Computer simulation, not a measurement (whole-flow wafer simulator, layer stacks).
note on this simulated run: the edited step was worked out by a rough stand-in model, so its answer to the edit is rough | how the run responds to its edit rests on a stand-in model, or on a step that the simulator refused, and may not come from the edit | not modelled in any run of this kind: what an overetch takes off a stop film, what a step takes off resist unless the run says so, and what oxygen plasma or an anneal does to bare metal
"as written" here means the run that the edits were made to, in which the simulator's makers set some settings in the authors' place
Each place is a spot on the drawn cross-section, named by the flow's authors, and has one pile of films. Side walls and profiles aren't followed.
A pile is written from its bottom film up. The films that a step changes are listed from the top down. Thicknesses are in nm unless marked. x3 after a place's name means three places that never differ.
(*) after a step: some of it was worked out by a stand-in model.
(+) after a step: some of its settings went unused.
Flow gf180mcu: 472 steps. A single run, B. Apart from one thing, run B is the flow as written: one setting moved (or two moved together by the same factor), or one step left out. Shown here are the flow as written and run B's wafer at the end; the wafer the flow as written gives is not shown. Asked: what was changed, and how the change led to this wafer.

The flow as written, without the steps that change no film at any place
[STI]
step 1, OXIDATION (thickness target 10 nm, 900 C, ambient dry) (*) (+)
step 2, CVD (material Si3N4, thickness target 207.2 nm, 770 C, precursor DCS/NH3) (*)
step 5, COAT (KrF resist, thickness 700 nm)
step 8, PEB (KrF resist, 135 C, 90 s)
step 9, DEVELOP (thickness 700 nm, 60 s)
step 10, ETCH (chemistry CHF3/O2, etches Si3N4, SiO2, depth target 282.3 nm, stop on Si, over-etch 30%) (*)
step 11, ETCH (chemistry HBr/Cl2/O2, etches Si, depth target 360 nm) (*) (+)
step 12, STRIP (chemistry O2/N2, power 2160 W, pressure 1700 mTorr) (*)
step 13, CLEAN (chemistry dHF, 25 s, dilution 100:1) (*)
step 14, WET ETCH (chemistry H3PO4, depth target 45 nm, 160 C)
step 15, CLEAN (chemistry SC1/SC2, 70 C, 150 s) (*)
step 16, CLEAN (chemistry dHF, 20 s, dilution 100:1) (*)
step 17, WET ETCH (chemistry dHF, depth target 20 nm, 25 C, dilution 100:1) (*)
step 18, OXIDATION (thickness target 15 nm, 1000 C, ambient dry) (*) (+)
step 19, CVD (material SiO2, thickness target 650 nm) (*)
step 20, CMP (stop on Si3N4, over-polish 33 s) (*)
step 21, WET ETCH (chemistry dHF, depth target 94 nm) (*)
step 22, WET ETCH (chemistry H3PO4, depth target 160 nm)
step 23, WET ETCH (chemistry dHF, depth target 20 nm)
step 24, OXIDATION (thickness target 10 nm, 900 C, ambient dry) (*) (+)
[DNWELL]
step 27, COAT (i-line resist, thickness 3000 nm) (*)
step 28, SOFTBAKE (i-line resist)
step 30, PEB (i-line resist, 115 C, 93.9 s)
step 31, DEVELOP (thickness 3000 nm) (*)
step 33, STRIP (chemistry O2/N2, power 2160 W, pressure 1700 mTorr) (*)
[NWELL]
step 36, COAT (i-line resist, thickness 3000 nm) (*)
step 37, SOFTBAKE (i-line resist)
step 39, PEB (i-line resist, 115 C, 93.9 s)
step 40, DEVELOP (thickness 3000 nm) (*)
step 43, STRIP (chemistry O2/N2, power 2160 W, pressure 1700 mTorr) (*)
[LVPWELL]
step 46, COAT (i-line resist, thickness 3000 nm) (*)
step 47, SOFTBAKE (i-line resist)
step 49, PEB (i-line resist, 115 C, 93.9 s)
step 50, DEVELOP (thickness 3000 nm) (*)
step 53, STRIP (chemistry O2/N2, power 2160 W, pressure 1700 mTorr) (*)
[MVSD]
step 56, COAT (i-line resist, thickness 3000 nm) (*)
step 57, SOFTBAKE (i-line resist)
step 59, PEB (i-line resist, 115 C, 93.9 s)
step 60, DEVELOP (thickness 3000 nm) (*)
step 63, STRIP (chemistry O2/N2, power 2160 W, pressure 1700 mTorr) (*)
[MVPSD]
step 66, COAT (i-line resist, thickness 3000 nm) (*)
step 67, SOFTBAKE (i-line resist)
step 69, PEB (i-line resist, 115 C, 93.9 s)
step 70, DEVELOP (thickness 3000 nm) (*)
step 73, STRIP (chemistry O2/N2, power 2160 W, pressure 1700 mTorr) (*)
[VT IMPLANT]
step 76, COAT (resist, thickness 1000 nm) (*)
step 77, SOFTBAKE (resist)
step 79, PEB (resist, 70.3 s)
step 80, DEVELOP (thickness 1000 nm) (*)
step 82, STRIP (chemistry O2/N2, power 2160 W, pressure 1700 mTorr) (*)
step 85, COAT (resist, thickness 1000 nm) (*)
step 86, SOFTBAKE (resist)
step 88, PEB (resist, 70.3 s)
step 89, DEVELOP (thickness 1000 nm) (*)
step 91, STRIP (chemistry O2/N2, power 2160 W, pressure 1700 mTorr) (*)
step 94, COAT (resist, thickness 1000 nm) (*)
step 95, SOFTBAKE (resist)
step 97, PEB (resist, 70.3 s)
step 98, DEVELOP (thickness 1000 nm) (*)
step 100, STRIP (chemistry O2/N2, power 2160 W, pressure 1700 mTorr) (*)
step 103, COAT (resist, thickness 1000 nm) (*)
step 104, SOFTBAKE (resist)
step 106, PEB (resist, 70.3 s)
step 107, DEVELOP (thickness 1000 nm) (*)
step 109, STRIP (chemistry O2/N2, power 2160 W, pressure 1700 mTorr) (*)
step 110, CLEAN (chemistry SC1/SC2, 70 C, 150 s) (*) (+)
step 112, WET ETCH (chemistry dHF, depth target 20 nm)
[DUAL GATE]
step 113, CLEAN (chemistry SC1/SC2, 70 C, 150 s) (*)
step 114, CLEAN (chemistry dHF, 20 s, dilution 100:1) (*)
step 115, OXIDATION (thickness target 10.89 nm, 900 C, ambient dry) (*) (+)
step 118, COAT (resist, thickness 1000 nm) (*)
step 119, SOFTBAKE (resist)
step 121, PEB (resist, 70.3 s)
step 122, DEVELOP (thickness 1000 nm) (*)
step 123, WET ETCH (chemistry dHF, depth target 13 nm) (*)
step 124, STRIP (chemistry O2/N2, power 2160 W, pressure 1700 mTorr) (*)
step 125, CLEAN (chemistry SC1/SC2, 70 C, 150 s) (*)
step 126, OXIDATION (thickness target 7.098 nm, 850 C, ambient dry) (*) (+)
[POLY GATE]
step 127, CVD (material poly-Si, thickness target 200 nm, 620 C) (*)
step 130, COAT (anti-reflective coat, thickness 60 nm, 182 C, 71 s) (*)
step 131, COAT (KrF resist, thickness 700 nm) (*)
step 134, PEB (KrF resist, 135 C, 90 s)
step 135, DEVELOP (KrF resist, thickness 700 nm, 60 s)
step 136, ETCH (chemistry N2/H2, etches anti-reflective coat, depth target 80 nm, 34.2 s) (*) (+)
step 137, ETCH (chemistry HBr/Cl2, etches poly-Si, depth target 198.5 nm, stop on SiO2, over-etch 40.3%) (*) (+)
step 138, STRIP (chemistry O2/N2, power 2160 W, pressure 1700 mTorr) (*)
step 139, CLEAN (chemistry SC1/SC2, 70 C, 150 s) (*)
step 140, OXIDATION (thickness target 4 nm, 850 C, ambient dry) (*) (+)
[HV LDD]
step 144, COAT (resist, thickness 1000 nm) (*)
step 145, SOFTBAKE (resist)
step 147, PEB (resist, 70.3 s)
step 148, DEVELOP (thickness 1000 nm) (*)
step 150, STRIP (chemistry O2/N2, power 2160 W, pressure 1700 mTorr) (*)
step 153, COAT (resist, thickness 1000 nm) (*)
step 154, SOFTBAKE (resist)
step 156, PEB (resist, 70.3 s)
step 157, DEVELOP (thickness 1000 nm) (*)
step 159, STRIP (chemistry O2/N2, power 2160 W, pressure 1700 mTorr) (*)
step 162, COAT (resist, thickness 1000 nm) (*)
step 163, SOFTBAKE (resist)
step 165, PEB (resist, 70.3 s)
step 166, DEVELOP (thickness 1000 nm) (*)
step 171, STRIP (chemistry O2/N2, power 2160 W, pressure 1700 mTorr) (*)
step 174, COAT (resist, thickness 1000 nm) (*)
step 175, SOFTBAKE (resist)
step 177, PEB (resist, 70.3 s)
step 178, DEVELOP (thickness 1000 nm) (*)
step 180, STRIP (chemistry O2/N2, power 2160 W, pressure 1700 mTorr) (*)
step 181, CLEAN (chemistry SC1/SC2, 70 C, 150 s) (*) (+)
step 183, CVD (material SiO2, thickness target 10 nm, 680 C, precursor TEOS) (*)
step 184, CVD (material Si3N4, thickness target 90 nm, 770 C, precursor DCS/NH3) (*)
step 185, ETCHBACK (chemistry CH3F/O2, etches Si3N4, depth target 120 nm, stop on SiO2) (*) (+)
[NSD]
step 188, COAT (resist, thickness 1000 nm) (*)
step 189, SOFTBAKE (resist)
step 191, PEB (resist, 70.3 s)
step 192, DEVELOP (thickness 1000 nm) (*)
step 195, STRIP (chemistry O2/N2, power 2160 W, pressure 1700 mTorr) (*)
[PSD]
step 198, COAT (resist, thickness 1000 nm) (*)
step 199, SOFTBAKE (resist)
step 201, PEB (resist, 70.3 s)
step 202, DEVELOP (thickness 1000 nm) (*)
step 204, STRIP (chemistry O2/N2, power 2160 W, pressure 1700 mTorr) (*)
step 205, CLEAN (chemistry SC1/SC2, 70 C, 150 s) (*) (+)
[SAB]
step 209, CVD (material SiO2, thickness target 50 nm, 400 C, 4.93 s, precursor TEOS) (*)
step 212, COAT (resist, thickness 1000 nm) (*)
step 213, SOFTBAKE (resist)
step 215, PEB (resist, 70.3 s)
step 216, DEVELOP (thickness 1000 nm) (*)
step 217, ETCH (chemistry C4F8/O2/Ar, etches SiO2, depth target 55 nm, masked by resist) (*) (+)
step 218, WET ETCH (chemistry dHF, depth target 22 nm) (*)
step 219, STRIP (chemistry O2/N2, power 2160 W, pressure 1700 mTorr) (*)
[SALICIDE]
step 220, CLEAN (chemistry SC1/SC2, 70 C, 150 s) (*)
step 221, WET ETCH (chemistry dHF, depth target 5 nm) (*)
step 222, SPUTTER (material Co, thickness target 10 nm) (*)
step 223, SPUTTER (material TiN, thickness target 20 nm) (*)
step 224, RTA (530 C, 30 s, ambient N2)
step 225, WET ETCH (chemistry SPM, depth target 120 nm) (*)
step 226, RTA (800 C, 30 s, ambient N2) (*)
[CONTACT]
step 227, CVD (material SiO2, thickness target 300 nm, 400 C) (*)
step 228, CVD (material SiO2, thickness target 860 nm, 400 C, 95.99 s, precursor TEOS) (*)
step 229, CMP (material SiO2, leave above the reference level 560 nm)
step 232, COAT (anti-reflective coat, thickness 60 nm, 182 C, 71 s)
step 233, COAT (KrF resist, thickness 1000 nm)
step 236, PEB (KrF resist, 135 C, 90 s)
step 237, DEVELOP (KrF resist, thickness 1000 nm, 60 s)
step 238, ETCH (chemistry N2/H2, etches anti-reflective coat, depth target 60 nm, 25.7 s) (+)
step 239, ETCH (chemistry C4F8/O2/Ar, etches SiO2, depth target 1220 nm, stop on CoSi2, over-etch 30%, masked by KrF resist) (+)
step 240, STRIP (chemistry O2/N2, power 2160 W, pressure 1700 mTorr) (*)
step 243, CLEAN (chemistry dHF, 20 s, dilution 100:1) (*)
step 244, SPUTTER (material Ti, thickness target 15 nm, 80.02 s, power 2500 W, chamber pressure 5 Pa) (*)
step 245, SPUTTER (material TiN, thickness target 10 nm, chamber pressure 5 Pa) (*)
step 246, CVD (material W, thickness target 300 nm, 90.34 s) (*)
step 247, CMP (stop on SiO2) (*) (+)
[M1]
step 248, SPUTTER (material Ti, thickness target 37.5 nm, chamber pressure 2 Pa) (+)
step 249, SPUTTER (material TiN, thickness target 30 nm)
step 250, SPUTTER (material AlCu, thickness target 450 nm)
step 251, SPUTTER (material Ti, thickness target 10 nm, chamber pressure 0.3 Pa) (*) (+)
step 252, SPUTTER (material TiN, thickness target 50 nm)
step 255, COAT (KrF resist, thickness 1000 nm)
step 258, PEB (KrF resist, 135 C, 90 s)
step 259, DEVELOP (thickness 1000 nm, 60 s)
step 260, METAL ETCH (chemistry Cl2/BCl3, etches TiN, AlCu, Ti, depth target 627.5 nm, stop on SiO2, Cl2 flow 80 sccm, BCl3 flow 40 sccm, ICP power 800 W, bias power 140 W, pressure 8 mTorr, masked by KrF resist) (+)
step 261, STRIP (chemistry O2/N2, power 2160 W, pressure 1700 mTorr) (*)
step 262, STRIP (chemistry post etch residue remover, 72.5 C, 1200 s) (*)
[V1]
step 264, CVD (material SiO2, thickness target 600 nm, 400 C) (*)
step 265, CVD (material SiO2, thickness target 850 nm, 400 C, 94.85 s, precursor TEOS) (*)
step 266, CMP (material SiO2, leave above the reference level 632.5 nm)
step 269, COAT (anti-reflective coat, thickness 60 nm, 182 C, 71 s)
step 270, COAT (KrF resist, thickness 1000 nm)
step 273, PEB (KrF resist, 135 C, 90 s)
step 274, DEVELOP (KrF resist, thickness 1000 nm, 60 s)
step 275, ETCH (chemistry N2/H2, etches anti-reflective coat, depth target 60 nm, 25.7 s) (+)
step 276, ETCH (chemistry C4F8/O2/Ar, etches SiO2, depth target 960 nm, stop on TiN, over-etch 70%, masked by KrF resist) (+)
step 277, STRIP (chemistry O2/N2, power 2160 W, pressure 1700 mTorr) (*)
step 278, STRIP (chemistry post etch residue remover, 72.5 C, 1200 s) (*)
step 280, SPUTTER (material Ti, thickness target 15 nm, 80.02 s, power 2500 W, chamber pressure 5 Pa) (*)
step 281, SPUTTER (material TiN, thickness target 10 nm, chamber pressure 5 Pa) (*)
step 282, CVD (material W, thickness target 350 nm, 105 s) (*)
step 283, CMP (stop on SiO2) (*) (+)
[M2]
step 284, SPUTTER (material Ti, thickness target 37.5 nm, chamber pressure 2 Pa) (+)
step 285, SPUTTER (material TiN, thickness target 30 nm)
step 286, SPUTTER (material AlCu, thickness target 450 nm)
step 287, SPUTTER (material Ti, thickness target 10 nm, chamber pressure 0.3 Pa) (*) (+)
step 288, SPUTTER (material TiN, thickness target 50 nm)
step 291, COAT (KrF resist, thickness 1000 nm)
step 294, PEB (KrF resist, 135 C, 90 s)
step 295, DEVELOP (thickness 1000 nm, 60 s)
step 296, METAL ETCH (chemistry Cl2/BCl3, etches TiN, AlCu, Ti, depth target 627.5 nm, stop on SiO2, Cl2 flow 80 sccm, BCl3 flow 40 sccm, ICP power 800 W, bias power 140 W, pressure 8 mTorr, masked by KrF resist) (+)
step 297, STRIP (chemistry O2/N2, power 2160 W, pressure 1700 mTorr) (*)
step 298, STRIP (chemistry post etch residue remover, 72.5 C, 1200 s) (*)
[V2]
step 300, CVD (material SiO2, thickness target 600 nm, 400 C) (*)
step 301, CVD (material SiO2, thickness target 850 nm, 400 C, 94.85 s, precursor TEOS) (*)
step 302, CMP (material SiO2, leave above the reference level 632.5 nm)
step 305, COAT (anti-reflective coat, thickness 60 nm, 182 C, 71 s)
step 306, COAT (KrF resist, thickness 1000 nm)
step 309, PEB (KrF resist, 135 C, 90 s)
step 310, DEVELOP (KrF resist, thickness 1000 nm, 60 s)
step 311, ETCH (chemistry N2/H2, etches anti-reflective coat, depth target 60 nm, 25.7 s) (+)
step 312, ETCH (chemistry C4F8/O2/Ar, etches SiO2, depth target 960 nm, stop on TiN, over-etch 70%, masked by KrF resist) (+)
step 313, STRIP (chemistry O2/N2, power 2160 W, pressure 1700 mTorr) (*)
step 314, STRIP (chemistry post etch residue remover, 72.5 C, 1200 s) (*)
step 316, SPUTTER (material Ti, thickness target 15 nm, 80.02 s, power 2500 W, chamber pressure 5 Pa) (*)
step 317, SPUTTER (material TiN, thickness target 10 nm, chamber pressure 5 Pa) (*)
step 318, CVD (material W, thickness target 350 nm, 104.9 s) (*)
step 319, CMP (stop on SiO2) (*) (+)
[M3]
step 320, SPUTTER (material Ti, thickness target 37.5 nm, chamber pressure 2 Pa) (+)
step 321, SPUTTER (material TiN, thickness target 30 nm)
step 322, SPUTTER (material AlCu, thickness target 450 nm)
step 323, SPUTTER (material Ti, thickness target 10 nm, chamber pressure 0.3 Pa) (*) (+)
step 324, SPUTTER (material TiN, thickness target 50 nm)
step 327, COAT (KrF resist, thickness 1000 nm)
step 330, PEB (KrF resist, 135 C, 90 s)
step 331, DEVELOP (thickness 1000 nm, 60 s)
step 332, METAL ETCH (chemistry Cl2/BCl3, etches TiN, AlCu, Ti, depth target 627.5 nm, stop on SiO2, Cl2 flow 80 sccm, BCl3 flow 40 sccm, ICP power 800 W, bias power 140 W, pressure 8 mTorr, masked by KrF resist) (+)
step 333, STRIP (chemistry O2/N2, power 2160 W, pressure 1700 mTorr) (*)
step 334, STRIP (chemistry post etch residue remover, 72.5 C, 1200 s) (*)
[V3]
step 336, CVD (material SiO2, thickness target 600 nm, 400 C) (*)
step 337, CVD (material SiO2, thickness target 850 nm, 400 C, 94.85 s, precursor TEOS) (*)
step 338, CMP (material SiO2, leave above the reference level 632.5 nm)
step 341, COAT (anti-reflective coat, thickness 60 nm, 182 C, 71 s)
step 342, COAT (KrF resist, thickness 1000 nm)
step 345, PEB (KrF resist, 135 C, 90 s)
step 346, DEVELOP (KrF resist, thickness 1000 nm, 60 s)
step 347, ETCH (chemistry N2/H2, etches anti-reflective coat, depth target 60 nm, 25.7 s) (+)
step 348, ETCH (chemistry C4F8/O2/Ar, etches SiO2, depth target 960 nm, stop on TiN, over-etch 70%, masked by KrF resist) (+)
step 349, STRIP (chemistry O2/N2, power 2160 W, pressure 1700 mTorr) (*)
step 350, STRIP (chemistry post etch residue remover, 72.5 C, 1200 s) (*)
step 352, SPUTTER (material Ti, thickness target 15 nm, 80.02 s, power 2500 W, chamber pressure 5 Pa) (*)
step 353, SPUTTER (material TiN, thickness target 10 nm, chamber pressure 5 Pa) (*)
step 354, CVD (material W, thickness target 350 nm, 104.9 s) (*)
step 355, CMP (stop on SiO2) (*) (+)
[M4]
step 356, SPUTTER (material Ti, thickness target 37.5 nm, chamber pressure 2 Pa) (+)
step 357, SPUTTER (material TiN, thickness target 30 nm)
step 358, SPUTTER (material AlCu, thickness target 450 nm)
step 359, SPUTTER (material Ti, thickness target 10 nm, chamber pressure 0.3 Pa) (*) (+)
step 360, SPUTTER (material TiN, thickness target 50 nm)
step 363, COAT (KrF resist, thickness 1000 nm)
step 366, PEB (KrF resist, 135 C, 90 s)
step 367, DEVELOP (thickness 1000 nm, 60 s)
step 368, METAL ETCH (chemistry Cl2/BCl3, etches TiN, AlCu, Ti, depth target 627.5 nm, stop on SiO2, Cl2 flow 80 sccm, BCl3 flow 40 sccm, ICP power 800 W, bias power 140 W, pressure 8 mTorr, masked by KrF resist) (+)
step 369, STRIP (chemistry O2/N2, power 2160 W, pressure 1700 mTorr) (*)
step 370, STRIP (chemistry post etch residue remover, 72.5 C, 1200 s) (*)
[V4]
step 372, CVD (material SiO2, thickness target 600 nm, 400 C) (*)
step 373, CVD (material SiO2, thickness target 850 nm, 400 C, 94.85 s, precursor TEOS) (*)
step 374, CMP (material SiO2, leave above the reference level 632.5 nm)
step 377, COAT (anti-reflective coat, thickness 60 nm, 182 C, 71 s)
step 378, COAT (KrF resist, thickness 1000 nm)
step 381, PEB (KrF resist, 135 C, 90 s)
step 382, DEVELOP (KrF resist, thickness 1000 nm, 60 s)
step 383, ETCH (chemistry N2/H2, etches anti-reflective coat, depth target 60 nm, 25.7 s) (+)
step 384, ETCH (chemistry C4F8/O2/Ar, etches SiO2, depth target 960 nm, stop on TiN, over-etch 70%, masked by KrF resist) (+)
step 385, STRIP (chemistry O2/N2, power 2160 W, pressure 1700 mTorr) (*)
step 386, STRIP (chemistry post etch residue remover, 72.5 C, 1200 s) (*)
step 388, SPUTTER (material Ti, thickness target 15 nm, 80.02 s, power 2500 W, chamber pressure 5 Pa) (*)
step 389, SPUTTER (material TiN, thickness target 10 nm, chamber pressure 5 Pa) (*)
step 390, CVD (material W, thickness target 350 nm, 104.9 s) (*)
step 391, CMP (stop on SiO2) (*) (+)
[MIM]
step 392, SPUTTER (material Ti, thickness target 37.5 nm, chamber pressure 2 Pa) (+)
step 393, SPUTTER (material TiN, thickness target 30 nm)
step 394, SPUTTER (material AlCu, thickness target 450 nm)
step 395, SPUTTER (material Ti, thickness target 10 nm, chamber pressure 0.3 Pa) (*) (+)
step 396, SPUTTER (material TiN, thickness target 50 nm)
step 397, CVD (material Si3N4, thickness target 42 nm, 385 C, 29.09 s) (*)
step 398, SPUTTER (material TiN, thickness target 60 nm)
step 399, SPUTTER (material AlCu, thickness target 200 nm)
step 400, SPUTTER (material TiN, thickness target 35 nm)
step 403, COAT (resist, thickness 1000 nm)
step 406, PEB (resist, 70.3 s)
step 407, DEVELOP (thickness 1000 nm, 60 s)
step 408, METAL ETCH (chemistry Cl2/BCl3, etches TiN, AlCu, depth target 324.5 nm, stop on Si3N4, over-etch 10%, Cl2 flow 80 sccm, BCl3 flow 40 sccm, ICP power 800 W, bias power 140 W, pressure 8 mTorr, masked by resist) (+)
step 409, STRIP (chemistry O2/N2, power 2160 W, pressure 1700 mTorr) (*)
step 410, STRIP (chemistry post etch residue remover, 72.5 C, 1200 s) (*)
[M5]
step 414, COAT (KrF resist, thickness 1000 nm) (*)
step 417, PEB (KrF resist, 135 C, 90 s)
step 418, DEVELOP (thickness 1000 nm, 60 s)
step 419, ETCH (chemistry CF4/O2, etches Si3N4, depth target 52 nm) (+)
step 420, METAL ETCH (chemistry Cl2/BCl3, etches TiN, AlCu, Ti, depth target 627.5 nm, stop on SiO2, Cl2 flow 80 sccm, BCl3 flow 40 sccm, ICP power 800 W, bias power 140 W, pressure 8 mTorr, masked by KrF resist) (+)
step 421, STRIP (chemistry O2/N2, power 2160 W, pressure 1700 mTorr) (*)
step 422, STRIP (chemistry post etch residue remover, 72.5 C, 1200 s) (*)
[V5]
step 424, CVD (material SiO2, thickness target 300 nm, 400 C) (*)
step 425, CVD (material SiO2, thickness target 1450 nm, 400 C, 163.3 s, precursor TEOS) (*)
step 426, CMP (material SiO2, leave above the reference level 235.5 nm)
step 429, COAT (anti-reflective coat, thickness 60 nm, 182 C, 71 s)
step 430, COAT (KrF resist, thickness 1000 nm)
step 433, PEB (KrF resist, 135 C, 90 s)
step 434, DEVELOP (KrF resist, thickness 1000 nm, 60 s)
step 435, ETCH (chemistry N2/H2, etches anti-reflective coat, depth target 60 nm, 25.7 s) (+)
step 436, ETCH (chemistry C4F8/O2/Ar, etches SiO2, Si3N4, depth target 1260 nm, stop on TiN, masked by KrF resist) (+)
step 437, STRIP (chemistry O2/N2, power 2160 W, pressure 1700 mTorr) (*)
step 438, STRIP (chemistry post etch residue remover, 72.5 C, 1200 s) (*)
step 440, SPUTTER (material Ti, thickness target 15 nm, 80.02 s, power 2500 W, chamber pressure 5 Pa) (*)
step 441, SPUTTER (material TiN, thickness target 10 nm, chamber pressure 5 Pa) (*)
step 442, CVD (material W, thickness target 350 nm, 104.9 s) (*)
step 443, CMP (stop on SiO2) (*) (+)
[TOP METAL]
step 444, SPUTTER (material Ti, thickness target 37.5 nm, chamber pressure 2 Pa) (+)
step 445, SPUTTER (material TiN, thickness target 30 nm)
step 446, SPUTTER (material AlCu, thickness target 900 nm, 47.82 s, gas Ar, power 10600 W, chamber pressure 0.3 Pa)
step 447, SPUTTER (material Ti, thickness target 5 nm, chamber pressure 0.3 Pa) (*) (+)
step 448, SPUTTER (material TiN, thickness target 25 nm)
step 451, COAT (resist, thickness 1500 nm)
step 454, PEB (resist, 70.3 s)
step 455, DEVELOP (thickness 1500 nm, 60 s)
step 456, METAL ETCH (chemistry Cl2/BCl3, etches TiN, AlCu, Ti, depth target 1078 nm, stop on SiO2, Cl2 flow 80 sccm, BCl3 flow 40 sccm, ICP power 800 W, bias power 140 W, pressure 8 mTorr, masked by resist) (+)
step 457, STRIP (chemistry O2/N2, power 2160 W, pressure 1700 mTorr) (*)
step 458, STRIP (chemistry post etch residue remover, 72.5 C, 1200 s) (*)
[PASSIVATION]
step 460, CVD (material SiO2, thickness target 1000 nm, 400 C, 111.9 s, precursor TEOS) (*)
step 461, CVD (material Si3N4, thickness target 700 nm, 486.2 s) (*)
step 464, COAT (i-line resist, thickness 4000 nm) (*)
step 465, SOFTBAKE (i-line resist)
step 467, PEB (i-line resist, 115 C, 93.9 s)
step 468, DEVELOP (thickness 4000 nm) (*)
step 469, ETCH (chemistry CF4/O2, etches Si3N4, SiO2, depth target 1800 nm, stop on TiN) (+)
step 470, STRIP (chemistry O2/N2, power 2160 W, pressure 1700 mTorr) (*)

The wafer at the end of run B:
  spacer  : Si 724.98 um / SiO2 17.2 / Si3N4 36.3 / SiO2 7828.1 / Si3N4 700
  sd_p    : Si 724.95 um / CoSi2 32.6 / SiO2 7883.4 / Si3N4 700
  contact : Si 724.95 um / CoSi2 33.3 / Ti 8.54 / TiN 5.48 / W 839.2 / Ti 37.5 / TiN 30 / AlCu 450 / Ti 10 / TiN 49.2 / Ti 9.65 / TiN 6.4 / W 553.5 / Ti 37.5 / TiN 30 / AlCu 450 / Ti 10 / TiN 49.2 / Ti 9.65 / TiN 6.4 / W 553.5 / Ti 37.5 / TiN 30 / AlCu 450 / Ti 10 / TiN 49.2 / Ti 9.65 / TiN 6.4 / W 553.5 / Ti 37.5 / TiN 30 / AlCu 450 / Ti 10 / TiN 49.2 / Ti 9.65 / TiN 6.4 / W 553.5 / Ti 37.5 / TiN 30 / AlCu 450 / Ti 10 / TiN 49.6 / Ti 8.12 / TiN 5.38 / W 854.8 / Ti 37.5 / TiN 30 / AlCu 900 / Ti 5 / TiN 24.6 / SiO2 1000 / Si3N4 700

Cause: step 184, CVD: thickness target 40.5 nm was run, though the flow has thickness target 90 nm.

Step by step, how the change led to this:
  step 184, CVD (material Si3N4, thickness target 90 nm, 770 C, precursor DCS/NH3) (*)
      field, field__w1, field__w2 and 101 more: +40.5 Si3N4 (new film) (as written it would have been: +90 Si3N4 (new film))
  step 185, ETCHBACK (chemistry CH3F/O2, etches Si3N4, depth target 120 nm, stop on SiO2) (*) (+)
      field, field__w1, field__w2 and 100 more: -40.5 Si3N4 (all of it), -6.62 SiO2 (as written it would have been: -90 Si3N4 (all of it), -2.5 SiO2)
  step 188, COAT (resist, thickness 1000 nm) (*)
      spacer: +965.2 resist (new film) (as written it would have been: +920.2 resist (new film))
  step 189, SOFTBAKE (resist)
      ld_drn_p: +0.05 resist (as written it would have been: -0.52 resist)
      field: +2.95 resist (as written it would have been: +3.56 resist)
      (also at 27 further places)
  step 191, PEB (resist, 70.3 s)
      spacer: -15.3 resist (as written it would have been: -14.3 resist)
  step 192, DEVELOP (thickness 1000 nm) (*)
      spacer: -949.9 resist (all of it) (as written it would have been: -905.9 resist (all of it))
  step 198, COAT (resist, thickness 1000 nm) (*)
      spacer: +965.2 resist (new film) (as written it would have been: +920.2 resist (new film))
  step 199, SOFTBAKE (resist)
      ld_drn_p: +0.05 resist (as written it would have been: -0.52 resist)
      field: +2.95 resist (as written it would have been: +3.56 resist)
      (also at 27 further places)
  step 201, PEB (resist, 70.3 s)
      spacer: -15.3 resist (as written it would have been: -14.3 resist)
  step 204, STRIP (chemistry O2/N2, power 2160 W, pressure 1700 mTorr) (*)
      spacer: -949.9 resist (all of it) (as written it would have been: -905.9 resist (all of it))
  step 212, COAT (resist, thickness 1000 nm) (*)
      spacer: +964.4 resist (new film) (as written it would have been: +919.4 resist (new film))
  step 213, SOFTBAKE (resist)
      field__w9: +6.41 resist (as written it would have been: -3.11 resist)
      field__w11: +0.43 resist (as written it would have been: -0.09 resist)
      (also at 25 further places)
  step 215, PEB (resist, 70.3 s)
      spacer: -15.3 resist (as written it would have been: -14.3 resist)
  step 216, DEVELOP (thickness 1000 nm) (*)
      spacer: -949.1 resist (all of it) (as written it would have been: -905.1 resist (all of it))
  step 218, WET ETCH (chemistry dHF, depth target 22 nm) (*)
      gate, gate_hv, gate_p and 23 more: -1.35 SiO2 (all of it) (as written it would have been: -5.48 SiO2 (all of it))
      active, p_well, sd_n, iso_ptap_pw, iso_ntap_nw, iso_ptap_sub, vpnp_e: -4.89 SiO2 (all of it) (as written it would have been: -9.01 SiO2 (all of it))
      (also at 16 further places)
  step 222, SPUTTER (material Co, thickness target 10 nm) (*)
      field__w2: +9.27 Co (new film) (as written it would have been: +8.65 Co (new film))
      field__w3: +8.89 Co (new film) (as written it would have been: +8.06 Co (new film))
      (also at 5 further places)
  ... another 4 steps ...
  step 229, CMP (material SiO2, leave above the reference level 560 nm)
      field__w2: -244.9 SiO2 (as written it would have been: -250 SiO2)
      field__w3: -227.2 SiO2 (as written it would have been: -232.3 SiO2)
      (also at 3 further places)
